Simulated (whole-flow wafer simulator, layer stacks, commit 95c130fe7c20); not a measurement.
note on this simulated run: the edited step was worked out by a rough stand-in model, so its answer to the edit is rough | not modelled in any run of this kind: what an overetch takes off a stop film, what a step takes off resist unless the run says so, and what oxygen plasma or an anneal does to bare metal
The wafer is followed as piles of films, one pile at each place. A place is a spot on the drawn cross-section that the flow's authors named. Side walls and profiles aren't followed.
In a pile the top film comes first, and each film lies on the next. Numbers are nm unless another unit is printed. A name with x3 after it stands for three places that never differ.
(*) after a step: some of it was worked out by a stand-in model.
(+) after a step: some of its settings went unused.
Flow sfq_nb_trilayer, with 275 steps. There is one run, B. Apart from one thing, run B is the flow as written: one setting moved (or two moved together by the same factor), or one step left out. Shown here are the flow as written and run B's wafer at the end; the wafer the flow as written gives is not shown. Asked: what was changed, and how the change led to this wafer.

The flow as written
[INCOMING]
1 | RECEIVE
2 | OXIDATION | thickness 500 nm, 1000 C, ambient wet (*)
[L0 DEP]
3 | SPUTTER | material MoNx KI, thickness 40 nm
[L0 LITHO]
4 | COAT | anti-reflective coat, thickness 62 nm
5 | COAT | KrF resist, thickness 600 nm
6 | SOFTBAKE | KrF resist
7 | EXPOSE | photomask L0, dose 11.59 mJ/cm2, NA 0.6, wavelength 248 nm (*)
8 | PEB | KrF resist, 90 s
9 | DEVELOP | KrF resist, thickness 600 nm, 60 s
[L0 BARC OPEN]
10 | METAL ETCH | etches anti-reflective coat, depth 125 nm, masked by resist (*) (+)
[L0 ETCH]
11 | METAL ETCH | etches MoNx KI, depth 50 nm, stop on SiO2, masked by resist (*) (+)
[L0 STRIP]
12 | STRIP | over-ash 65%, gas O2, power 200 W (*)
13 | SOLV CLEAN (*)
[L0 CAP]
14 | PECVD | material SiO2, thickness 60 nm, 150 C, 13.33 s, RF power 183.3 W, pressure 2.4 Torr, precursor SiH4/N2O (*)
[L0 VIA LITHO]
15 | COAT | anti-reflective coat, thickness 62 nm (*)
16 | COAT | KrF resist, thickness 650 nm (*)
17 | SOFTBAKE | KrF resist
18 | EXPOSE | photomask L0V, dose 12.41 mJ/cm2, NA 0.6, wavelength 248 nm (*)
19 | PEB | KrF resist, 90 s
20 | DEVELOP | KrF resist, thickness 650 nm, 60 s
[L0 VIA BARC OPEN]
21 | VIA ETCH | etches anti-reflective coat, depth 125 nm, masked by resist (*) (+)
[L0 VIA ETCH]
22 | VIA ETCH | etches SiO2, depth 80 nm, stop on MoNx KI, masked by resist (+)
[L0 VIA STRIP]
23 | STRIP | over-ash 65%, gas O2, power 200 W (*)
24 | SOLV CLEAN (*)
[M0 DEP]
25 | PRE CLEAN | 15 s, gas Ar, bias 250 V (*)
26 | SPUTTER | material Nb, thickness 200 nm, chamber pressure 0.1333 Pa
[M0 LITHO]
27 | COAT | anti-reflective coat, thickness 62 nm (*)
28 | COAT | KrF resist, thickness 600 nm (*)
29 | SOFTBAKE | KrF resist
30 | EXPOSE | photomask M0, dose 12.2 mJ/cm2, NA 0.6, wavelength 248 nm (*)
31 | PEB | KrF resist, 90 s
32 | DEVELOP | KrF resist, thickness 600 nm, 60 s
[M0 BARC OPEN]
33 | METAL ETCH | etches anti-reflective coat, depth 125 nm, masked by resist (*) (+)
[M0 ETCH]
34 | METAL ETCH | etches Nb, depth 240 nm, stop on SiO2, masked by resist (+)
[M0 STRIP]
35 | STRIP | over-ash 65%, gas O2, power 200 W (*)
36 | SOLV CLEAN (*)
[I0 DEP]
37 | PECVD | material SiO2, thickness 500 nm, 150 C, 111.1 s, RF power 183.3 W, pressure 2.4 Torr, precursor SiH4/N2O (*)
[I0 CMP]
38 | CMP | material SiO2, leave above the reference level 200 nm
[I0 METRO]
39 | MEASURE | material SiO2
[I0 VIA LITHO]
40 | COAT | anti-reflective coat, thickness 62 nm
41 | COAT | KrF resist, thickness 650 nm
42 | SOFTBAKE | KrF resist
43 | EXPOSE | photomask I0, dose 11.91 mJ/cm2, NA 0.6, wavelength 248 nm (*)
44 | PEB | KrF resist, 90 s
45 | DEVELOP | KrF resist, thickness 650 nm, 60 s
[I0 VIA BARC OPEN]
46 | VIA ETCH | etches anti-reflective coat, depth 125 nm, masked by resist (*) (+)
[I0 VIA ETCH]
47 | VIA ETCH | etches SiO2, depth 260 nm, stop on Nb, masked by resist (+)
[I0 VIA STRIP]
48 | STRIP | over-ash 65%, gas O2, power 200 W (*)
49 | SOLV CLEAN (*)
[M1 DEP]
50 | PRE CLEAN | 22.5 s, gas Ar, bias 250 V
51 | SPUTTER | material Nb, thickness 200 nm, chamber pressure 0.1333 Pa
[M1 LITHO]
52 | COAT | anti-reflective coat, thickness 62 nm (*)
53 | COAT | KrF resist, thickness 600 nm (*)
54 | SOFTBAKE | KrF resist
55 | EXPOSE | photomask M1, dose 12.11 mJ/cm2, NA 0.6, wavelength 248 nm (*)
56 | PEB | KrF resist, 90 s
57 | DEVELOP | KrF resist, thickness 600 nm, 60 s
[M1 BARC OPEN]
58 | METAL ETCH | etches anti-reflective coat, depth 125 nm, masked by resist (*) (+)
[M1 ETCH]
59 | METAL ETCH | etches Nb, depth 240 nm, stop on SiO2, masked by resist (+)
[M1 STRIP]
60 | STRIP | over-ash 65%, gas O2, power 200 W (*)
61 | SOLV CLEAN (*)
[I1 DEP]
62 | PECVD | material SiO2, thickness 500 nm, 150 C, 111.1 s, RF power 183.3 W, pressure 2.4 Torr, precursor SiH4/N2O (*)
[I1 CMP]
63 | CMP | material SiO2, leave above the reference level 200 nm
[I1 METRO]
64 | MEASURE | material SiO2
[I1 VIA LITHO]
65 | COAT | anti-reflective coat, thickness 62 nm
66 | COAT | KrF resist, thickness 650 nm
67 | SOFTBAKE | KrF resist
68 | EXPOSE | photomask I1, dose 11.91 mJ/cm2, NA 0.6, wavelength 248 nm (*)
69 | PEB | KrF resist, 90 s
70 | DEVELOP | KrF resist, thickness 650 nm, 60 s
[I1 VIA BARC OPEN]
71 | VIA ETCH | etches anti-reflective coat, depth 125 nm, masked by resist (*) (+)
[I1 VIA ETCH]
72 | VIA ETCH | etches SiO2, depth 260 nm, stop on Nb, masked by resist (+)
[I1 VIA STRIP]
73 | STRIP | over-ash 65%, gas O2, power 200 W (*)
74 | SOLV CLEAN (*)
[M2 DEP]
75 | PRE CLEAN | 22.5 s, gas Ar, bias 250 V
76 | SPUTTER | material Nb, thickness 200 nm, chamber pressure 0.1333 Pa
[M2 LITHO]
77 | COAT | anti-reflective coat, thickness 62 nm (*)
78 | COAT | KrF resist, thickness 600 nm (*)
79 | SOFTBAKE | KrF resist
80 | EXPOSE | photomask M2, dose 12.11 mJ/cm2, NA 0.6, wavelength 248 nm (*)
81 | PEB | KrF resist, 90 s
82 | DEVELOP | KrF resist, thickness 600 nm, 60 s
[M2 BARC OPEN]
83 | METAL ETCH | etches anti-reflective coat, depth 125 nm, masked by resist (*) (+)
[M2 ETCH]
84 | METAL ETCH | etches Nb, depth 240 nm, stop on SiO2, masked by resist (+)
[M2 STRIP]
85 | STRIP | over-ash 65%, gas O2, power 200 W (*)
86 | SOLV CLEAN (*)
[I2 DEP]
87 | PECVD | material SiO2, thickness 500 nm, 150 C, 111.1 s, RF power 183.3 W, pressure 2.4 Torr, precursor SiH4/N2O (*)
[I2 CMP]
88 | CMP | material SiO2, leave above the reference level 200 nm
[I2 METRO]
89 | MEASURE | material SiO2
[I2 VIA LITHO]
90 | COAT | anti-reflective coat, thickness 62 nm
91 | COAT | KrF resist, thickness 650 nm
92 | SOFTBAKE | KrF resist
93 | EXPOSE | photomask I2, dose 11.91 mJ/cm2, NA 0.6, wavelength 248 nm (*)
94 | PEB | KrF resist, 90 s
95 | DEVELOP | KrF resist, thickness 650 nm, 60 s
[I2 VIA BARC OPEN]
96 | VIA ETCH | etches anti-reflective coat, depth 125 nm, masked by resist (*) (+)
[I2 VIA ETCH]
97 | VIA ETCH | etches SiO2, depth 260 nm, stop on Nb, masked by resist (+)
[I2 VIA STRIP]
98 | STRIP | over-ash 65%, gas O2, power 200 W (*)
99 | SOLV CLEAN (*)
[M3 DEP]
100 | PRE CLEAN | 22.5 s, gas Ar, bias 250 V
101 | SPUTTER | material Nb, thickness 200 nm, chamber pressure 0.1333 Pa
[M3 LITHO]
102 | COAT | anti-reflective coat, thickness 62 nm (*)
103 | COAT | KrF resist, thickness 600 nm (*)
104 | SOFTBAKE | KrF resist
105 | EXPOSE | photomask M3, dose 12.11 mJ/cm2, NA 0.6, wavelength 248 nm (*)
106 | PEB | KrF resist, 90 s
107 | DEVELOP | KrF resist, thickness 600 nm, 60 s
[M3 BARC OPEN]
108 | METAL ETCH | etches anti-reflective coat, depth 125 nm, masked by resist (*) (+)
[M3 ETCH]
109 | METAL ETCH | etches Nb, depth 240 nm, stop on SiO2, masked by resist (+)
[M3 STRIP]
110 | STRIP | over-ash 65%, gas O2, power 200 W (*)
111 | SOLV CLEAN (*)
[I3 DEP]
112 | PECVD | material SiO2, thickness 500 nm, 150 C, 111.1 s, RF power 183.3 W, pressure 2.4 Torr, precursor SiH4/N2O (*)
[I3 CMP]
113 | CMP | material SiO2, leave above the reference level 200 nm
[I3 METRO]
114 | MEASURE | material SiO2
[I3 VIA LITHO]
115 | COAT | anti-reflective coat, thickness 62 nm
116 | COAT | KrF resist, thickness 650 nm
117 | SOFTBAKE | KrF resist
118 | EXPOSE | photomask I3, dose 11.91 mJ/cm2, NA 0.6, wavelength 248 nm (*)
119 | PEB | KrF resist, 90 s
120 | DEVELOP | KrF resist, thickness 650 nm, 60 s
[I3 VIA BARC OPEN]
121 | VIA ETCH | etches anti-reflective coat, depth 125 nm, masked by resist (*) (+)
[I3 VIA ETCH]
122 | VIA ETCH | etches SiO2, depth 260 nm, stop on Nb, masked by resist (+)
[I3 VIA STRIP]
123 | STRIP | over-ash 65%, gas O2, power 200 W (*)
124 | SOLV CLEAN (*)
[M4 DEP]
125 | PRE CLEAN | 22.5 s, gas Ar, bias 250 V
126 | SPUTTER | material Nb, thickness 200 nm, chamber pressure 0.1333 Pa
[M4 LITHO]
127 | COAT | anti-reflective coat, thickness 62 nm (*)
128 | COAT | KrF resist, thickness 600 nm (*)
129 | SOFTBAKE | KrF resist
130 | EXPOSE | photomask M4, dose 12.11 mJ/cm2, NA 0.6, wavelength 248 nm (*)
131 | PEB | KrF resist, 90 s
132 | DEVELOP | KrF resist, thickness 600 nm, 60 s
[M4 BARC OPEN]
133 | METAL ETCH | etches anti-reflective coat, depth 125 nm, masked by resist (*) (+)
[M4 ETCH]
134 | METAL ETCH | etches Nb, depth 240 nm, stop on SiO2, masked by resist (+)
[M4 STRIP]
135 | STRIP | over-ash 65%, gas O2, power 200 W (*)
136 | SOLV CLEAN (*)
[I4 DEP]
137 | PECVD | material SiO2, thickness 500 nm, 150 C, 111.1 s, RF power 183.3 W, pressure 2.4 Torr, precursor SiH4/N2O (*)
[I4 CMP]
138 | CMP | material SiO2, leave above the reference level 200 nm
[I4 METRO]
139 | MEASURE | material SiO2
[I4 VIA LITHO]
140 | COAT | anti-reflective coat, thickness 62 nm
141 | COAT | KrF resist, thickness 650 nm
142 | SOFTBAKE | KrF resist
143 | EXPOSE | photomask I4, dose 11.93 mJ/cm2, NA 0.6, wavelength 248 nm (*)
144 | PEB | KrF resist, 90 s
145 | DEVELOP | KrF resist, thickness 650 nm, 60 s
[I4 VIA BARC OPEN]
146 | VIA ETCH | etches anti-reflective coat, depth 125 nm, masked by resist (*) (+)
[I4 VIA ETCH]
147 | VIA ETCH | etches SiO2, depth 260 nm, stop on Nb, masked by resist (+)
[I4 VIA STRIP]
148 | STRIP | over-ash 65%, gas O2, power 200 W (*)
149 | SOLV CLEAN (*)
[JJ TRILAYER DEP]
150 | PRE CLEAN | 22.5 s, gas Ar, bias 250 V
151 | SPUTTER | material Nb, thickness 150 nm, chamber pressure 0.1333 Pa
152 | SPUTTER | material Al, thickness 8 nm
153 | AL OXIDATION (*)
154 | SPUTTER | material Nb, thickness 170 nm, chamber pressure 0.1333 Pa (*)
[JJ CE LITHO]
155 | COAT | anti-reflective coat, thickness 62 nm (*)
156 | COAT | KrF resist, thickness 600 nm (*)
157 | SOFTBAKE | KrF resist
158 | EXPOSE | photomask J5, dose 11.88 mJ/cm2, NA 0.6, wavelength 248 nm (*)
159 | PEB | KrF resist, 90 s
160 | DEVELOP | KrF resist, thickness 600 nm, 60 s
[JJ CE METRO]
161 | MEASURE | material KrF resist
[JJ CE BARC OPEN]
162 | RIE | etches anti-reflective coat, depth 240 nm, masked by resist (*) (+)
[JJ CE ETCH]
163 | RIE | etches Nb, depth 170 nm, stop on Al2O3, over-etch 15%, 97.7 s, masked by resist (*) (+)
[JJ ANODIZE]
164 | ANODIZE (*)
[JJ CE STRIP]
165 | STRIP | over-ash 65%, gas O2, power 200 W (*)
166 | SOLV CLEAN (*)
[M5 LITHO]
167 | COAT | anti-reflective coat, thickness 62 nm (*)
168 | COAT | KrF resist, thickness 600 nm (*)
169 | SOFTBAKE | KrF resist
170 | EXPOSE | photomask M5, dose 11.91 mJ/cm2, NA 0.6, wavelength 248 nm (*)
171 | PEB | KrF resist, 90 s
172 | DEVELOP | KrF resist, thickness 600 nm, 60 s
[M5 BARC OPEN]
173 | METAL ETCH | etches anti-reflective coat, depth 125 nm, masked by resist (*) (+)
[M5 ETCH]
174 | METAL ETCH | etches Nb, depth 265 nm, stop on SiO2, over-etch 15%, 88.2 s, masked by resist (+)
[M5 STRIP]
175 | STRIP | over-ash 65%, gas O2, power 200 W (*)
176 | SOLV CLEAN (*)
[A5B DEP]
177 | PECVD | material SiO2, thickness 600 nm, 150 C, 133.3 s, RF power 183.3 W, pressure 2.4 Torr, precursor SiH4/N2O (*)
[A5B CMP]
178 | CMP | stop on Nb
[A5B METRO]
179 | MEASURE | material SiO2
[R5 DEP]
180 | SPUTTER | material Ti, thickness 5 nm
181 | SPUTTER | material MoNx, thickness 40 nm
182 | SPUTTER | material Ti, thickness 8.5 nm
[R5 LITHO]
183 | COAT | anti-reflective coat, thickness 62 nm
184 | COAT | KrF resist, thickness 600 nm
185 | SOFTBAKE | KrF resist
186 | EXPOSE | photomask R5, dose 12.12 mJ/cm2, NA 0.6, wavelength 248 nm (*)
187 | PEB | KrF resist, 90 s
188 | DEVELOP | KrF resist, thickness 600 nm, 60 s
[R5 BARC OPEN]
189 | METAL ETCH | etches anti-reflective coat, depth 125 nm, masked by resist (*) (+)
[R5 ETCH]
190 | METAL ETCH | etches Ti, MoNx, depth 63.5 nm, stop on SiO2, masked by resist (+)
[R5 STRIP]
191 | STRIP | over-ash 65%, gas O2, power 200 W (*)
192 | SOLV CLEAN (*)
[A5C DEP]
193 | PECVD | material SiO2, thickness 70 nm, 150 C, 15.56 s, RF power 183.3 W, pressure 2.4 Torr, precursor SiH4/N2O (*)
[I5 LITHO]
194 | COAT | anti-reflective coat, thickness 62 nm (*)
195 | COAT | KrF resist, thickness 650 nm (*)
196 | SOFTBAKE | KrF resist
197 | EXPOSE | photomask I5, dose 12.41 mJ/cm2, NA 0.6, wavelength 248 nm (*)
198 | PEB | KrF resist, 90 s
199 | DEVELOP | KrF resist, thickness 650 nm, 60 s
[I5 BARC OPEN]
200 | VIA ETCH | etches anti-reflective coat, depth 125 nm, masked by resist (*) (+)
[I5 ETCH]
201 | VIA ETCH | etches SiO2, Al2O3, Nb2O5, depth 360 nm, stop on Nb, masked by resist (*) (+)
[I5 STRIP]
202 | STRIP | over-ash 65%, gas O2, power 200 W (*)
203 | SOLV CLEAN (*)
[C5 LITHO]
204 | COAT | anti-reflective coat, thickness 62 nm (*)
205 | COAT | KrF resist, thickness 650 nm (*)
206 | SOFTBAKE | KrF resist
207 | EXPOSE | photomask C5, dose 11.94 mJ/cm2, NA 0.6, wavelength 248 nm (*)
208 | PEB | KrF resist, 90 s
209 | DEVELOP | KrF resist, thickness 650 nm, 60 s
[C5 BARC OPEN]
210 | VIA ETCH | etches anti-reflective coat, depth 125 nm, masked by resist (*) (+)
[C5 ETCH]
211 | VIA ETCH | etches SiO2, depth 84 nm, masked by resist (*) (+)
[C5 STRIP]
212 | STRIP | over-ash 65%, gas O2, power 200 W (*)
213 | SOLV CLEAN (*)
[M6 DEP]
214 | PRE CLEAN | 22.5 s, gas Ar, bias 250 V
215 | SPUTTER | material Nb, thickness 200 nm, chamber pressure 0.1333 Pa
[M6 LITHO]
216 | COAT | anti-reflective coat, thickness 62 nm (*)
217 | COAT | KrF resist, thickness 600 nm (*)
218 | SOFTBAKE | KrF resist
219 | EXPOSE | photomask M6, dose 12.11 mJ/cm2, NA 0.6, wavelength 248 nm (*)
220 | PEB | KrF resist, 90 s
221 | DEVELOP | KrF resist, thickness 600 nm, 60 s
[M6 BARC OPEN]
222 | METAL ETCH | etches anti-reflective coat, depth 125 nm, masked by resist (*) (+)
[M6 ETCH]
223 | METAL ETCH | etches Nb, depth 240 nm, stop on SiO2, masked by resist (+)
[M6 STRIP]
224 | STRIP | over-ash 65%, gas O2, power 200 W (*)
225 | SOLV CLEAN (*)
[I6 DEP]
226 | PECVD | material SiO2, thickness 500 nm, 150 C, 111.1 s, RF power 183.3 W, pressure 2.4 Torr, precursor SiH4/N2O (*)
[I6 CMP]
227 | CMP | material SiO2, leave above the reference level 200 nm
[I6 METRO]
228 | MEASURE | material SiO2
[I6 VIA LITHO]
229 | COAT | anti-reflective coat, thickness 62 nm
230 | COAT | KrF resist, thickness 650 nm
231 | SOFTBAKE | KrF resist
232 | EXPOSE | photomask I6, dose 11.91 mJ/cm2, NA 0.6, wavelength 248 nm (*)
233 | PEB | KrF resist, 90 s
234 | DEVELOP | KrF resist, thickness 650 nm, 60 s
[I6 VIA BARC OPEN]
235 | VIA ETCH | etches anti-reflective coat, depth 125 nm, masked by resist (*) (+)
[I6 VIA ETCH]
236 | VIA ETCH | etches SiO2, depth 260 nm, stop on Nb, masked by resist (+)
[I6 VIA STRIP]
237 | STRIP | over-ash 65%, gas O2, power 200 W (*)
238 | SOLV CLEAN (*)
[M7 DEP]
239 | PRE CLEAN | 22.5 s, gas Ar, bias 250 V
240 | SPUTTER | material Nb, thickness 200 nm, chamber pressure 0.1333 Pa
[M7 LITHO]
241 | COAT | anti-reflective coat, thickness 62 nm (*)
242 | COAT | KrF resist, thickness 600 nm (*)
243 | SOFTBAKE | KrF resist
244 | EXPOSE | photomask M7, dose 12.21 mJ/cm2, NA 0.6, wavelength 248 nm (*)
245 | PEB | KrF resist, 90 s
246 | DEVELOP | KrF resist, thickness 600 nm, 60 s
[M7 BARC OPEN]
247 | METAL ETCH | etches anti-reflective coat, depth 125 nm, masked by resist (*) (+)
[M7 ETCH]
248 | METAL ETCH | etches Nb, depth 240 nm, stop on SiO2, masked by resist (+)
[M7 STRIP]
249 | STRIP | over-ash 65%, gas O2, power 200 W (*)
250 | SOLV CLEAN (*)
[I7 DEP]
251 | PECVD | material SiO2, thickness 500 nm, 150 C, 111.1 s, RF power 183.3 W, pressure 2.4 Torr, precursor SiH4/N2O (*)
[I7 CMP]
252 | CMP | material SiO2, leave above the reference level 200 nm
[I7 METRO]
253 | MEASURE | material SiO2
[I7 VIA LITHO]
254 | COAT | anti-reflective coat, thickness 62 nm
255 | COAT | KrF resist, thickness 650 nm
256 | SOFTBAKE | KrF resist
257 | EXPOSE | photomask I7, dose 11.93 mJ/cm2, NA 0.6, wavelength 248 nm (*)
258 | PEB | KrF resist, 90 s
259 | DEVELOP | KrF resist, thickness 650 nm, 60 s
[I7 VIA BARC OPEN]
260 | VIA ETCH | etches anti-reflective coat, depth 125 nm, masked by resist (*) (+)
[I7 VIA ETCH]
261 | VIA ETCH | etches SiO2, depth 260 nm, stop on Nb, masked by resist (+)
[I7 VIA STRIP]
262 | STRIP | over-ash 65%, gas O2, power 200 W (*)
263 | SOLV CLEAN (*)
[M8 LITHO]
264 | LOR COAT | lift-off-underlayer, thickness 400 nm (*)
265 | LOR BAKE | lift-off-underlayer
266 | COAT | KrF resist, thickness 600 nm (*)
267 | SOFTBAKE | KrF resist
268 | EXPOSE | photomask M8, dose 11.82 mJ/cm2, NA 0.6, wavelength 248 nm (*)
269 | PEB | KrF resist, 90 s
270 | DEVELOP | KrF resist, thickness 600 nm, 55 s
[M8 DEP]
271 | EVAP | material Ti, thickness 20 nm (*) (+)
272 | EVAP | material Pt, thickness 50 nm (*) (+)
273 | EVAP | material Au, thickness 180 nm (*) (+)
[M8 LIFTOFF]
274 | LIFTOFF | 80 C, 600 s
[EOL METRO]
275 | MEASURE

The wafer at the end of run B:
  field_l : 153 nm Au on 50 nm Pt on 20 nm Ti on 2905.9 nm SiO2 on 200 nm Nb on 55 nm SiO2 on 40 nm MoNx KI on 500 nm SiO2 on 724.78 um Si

What caused this: step 273, EVAP: thickness 153 nm was run, while the flow as written has thickness 180 nm.
The wafer itself shows it: field_l has Au 153, and step 273 as written asks for 180 nm.

The path from the change to this, step by step:
  273 | EVAP | material Au, thickness 180 nm (*) (+)
      field_l, v_sur, via_wl and 103 more: Au gains 153 (new film) (in the flow as written it would be: Au gains 180 (new film))
  274 | LIFTOFF | 80 C, 600 s
      p4_fl, p4_fm, p4_w1 and 71 more: Au loses 153 (all of it), Pt loses 50 (all of it), Ti loses 20 (all of it), KrF resist loses 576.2 (all of it), lift-off-underlayer loses 400 (all of it) (in the flow as written it would be: Au loses 180 (all of it), Pt loses 50 (all of it), Ti loses 20 (all of it), KrF resist loses 576.2 (all of it), lift-off-underlayer loses 400 (all of it))
      c5j, ce_r: Au loses 153 (all of it), Pt loses 50 (all of it), Ti loses 20 (all of it), KrF resist loses 573.3 (all of it), lift-off-underlayer loses 399.3 (all of it) (in the flow as written it would be: Au loses 180 (all of it), Pt loses 50 (all of it), Ti loses 20 (all of it), KrF resist loses 573.3 (all of it), lift-off-underlayer loses 399.3 (all of it))
      (as well as at 19 more places)
